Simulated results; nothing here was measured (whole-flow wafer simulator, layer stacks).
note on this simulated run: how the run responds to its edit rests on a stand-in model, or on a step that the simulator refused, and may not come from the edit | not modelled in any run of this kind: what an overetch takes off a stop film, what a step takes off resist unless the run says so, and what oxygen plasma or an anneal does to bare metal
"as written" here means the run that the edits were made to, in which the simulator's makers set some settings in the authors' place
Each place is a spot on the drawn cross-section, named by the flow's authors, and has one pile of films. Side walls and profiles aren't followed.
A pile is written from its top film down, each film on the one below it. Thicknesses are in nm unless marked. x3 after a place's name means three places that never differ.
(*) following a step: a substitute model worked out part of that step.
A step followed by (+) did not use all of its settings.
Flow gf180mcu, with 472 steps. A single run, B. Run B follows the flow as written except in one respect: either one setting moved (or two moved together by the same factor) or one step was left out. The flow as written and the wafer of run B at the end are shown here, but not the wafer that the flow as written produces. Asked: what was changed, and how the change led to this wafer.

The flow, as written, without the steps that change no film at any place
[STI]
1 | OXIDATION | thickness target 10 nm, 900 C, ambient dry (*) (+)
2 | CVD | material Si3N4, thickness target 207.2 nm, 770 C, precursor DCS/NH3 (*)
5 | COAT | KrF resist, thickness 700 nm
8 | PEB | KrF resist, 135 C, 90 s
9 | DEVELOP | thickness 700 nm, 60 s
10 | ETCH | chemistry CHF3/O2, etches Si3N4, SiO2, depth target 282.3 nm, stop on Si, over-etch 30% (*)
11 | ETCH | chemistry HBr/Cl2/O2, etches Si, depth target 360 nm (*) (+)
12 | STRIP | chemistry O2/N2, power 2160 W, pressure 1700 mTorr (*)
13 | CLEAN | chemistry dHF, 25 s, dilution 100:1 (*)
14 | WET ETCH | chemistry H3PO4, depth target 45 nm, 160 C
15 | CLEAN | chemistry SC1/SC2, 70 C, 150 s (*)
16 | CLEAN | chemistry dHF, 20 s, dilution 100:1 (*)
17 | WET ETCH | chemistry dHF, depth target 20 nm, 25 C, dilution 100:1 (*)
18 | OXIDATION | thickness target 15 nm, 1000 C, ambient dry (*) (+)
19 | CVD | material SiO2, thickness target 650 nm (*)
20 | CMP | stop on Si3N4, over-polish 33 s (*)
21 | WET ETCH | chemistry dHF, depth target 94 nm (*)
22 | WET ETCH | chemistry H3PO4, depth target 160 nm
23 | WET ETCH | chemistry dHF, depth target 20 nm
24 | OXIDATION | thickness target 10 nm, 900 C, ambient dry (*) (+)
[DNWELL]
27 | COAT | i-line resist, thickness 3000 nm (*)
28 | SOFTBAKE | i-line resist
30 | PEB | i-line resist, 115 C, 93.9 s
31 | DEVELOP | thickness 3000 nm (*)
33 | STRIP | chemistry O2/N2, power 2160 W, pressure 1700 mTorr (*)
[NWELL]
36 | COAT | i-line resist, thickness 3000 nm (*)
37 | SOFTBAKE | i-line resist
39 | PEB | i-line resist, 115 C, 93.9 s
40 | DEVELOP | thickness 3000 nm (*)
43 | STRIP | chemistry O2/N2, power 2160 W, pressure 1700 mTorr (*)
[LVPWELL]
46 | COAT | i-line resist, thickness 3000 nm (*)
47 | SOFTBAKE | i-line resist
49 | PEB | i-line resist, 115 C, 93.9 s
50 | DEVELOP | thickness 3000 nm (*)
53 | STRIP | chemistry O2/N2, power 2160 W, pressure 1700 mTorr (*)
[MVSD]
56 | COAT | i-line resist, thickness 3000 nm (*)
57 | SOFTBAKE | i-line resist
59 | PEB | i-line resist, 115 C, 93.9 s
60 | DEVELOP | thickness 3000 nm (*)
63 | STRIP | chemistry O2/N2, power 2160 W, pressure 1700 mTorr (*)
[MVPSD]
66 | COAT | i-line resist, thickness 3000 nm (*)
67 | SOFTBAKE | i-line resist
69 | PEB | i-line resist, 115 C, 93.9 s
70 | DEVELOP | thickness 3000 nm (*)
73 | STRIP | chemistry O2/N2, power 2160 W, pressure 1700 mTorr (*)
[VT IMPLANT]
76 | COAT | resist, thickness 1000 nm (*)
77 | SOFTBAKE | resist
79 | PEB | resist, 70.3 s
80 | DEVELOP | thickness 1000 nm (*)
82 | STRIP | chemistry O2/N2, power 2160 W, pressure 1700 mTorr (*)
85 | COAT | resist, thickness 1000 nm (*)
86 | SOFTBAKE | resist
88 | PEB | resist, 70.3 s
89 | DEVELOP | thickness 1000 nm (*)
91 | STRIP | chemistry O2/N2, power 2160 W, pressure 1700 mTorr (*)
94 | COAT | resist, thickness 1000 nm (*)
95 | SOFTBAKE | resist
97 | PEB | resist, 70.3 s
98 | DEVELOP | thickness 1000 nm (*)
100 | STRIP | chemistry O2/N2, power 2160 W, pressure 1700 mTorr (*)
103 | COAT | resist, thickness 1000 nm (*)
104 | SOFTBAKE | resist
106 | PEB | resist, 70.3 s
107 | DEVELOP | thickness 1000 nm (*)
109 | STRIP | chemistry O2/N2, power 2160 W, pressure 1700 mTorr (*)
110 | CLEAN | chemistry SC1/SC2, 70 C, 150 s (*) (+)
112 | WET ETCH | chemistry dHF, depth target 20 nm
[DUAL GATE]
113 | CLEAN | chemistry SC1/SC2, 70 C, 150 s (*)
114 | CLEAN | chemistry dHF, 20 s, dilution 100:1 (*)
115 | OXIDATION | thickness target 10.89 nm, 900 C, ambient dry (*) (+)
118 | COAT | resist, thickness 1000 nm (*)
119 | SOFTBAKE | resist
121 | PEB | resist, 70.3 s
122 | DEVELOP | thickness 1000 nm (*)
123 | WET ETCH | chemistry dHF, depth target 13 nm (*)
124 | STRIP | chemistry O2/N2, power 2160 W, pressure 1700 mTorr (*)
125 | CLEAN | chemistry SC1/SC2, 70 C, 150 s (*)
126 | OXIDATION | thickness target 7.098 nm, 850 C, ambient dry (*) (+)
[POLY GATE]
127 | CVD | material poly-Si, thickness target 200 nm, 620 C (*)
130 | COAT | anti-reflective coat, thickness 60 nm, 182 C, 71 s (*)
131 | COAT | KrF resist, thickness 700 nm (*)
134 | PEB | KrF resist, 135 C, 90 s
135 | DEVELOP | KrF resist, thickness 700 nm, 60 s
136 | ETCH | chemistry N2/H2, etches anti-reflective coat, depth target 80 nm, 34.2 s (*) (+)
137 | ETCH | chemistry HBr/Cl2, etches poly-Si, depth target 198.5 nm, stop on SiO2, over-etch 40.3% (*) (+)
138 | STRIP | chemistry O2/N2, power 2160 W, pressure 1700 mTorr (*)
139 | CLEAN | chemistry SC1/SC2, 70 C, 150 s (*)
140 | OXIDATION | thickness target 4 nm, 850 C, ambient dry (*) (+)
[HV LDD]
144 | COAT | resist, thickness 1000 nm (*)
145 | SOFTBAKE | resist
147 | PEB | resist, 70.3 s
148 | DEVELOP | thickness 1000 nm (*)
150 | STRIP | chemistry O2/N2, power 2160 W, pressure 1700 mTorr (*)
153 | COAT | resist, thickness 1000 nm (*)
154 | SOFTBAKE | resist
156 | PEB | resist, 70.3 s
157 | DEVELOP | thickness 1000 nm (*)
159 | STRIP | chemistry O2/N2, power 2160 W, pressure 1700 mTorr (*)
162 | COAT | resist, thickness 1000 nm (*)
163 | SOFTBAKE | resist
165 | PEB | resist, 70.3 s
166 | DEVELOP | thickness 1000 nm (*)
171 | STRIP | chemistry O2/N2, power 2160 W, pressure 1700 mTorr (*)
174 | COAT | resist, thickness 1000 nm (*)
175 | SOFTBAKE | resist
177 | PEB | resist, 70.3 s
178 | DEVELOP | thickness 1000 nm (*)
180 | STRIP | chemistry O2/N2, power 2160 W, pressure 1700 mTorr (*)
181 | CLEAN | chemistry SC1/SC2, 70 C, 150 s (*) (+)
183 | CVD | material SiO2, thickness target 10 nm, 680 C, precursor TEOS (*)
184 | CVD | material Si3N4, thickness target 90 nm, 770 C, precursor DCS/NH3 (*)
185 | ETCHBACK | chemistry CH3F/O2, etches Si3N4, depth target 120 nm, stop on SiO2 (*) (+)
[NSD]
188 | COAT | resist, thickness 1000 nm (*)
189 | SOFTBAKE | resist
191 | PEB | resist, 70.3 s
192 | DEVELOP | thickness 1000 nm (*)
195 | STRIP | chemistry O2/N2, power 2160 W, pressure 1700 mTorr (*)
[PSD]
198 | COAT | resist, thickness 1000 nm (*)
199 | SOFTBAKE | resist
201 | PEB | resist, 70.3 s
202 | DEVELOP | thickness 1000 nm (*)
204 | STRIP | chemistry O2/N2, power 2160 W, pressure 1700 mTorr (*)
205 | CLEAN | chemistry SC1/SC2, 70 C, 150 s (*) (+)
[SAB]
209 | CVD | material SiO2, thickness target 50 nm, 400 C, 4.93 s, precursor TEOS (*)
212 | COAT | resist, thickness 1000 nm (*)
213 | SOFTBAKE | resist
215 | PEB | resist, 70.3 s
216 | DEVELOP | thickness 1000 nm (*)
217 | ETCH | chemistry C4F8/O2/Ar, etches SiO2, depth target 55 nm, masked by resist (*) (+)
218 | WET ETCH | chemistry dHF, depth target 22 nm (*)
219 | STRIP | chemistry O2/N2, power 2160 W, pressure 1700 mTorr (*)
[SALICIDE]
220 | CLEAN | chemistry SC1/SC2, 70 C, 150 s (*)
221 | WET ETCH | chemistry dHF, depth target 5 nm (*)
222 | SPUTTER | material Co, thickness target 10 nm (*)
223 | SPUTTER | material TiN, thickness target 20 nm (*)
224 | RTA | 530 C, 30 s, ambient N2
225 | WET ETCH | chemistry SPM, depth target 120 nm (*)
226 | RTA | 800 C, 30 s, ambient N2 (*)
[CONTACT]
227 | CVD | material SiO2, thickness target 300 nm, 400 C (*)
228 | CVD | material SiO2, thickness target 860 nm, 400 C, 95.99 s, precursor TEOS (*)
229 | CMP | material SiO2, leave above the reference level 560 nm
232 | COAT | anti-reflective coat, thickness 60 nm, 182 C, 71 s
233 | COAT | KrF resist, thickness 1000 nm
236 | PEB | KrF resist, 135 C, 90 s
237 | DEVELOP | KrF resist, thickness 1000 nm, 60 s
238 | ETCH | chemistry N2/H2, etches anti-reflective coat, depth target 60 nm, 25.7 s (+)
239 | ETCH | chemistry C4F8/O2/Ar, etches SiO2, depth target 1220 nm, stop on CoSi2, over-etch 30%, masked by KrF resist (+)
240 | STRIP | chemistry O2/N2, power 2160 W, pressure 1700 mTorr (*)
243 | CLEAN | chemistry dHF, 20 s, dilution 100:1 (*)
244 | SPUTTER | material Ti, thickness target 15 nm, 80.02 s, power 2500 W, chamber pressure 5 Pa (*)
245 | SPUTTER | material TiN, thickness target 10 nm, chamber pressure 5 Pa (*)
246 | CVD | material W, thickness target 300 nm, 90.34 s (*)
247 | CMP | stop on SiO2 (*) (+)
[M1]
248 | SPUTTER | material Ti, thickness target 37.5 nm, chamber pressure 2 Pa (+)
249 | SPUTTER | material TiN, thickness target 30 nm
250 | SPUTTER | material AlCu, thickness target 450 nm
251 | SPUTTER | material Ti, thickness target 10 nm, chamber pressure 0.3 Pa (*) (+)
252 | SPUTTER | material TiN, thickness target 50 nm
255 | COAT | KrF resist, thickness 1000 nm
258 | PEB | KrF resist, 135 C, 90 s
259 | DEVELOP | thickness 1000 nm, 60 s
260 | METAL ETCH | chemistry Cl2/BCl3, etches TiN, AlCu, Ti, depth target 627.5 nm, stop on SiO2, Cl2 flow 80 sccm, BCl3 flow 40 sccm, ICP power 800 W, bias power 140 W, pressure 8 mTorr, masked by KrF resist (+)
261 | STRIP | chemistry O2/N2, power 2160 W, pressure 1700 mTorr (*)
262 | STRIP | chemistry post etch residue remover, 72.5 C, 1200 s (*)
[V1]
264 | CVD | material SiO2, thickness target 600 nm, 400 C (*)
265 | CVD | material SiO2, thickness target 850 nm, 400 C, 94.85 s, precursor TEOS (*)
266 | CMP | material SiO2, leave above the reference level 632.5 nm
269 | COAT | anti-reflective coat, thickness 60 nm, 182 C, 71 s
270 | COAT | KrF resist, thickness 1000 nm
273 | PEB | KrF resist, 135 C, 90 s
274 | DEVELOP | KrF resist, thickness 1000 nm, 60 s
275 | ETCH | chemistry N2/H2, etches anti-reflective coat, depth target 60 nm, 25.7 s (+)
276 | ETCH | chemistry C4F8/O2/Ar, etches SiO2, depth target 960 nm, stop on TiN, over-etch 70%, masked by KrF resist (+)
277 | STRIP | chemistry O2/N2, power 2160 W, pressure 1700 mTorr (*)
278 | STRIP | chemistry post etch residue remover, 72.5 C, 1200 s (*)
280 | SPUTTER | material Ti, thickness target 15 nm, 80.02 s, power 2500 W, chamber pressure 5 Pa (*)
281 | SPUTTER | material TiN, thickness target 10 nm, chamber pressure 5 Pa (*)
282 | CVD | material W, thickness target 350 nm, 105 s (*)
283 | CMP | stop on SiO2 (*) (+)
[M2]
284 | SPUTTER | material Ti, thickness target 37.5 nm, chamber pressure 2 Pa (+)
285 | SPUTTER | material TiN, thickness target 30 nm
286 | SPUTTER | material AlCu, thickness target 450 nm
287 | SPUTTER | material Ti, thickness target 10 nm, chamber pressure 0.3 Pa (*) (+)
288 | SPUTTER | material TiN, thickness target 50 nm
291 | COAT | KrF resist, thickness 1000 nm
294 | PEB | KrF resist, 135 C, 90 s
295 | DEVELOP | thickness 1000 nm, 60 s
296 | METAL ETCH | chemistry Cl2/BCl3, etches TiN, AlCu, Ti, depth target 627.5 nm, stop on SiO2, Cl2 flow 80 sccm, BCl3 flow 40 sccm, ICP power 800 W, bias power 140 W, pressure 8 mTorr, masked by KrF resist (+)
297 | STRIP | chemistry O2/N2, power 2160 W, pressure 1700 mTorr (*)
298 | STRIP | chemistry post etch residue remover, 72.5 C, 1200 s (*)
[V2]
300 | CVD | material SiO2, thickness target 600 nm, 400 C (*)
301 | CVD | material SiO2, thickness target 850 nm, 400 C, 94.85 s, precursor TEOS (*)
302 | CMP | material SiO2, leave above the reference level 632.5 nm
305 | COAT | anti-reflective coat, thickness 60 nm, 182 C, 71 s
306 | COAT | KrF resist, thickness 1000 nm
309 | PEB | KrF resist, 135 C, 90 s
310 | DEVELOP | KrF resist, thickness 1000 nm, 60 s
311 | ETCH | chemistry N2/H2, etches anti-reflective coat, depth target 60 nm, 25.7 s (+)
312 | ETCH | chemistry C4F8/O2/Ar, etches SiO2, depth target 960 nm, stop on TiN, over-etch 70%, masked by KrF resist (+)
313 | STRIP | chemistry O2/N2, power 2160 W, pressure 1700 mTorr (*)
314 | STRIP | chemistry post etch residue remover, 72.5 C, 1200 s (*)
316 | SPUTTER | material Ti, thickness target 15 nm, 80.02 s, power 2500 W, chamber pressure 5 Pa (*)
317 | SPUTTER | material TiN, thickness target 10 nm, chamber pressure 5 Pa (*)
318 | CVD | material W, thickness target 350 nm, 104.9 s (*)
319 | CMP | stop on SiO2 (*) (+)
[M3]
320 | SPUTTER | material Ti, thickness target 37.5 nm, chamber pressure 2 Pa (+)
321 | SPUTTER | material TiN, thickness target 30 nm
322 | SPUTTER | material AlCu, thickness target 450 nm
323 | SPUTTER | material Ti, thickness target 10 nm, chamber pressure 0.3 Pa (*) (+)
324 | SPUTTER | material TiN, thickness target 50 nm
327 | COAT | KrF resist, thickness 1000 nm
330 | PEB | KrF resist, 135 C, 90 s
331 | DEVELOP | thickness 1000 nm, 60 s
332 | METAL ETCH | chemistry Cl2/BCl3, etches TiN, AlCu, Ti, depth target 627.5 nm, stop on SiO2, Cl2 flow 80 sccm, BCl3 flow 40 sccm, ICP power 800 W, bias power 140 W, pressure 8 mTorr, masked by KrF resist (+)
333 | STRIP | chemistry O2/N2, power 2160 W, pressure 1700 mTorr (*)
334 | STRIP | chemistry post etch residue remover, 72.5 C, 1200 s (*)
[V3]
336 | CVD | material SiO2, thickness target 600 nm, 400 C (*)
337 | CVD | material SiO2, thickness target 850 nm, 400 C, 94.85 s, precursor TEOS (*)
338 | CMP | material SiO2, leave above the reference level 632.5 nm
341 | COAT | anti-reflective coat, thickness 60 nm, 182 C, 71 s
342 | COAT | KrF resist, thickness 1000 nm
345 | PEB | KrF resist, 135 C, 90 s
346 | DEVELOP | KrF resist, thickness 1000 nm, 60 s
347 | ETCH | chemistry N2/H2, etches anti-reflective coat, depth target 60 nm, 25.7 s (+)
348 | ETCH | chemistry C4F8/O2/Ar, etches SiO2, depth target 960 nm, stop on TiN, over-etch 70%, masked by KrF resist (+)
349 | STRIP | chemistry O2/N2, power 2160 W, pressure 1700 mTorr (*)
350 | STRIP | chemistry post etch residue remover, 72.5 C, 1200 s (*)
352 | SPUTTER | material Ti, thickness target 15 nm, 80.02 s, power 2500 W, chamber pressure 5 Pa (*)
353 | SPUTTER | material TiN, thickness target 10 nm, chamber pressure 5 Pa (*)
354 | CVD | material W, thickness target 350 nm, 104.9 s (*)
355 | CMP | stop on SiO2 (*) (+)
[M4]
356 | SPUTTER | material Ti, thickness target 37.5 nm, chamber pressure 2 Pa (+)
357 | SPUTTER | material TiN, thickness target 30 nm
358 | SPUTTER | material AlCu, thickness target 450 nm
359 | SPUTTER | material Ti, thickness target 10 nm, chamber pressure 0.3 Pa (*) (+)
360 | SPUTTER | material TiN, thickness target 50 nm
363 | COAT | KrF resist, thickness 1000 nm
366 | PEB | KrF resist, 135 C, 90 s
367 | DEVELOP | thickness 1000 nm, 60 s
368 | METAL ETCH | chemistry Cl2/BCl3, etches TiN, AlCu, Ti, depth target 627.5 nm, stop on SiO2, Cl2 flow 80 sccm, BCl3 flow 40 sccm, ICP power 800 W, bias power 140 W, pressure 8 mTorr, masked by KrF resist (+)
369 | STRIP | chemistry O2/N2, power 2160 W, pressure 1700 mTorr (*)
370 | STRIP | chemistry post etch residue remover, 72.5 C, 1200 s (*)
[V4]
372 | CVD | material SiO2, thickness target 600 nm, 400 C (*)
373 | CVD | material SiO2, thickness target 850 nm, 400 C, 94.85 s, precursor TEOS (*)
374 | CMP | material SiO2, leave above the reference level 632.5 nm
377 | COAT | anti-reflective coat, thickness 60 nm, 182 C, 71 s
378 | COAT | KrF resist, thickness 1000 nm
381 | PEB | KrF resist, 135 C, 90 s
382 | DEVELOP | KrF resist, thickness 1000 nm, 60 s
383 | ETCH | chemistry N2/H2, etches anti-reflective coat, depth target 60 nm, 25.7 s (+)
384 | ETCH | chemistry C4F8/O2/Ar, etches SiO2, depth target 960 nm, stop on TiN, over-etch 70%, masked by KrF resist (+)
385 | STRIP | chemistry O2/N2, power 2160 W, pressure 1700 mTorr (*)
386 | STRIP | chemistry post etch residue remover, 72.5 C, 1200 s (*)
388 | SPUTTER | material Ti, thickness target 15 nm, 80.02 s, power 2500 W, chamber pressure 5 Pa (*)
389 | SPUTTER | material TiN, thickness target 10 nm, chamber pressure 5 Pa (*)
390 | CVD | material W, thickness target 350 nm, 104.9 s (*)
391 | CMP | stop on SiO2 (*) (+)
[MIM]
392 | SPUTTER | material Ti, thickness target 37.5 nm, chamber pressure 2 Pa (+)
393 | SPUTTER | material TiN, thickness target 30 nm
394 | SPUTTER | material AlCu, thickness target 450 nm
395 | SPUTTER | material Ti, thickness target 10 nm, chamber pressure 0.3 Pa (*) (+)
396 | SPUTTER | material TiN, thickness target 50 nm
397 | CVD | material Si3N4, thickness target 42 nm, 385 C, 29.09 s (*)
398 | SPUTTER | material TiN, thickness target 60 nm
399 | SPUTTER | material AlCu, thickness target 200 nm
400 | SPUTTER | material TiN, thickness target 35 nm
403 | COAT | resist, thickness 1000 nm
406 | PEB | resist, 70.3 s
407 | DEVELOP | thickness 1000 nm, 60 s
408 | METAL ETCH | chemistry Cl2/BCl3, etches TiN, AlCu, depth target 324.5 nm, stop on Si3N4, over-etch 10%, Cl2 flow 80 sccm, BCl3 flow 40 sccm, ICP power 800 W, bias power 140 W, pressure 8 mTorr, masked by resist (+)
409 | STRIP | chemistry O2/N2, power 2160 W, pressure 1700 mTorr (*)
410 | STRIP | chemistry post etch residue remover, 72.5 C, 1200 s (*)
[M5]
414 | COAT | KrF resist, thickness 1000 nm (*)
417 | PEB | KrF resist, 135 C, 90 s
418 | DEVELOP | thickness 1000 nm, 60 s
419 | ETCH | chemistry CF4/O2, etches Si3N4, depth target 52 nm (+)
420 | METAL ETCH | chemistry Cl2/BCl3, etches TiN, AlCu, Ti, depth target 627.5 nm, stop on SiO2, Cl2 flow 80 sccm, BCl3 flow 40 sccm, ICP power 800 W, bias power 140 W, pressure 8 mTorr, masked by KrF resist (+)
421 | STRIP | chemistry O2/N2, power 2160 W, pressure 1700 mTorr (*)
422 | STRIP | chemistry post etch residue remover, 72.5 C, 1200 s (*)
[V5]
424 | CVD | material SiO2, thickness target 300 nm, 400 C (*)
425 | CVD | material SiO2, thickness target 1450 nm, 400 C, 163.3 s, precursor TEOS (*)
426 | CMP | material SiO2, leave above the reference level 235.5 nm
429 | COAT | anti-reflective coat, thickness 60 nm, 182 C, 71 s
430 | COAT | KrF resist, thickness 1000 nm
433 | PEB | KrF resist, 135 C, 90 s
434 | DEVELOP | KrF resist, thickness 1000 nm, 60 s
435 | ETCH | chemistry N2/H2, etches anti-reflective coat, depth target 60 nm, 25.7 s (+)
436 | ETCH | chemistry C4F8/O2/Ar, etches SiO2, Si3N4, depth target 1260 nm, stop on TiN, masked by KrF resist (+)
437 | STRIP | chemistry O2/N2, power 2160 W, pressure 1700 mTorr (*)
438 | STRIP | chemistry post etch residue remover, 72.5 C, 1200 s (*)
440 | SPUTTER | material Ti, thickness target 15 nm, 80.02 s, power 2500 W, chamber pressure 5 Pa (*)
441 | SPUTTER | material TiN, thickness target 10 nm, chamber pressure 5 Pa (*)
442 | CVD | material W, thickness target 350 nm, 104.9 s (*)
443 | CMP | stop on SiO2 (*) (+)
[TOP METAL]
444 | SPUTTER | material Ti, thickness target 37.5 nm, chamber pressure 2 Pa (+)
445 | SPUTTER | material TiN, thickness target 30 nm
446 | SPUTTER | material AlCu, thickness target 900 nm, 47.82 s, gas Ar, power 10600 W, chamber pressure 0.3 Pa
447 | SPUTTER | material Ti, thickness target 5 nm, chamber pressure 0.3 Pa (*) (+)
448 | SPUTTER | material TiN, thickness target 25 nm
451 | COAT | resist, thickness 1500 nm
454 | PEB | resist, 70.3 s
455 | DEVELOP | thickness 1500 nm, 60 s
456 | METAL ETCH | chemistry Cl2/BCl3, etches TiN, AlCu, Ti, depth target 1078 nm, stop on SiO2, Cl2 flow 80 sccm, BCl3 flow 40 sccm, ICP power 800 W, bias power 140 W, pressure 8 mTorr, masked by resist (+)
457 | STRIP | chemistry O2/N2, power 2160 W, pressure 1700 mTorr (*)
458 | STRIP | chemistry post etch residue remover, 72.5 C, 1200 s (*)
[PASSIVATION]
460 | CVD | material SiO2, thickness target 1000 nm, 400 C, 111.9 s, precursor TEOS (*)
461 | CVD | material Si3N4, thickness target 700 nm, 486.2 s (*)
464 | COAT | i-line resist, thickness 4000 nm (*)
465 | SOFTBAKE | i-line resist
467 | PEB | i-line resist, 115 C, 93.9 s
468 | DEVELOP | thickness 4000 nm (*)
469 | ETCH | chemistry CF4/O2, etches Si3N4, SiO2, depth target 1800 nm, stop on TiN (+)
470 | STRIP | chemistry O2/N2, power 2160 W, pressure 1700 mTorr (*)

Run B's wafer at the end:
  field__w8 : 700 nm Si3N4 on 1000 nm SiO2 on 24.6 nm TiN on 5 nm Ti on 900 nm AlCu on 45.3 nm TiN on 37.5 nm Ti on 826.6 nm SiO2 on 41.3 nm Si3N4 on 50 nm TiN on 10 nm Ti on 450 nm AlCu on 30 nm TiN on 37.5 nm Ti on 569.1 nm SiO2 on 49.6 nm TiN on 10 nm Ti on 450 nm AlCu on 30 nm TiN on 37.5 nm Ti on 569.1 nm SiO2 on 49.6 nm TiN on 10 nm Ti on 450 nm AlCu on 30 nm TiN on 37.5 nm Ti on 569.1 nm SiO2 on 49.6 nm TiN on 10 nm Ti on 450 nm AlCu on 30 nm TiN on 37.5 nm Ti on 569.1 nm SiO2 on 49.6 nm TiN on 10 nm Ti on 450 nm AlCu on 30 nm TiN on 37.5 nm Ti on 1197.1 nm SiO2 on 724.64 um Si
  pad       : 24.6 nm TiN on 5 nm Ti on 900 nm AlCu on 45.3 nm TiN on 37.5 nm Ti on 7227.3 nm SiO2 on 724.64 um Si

What caused this: step 445, SPUTTER: thickness target 45.3 nm was run, while the flow as written has thickness target 30 nm.
One can read it off the wafer: field__w8 has TiN 45.3, and step 445 as written asks for 30 nm.

Step by step, how the change led to this:
  445 | SPUTTER | material TiN, thickness target 30 nm
      field, field__w1, field__w2 and 109 more: TiN gains 45.3 (new film) (in the flow as written it would be: TiN gains 30 (new film))
  456 | METAL ETCH | chemistry Cl2/BCl3, etches TiN, AlCu, Ti, depth target 1078 nm, stop on SiO2, Cl2 flow 80 sccm, BCl3 flow 40 sccm, ICP power 800 W, bias power 140 W, pressure 8 mTorr, masked by resist (+)
      field, field__w1, field__w2 and 103 more: TiN loses 25 (all of it), Ti loses 5 (all of it), AlCu loses 900 (all of it), TiN loses 45.3 (all of it), Ti loses 37.5 (all of it) (in the flow as written it would be: TiN loses 25 (all of it), Ti loses 5 (all of it), AlCu loses 900 (all of it), TiN loses 30 (all of it), Ti loses 37.5 (all of it))
  465 | SOFTBAKE | i-line resist
      gate: i-line resist loses 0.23 (in the flow as written it would be: i-line resist gains 1.79)
      ld_acc_p, ld_fp_p, ld_drift_p: i-line resist gains 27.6 (in the flow as written it would be: i-line resist gains 33.8)
      (as well as at 62 more places)
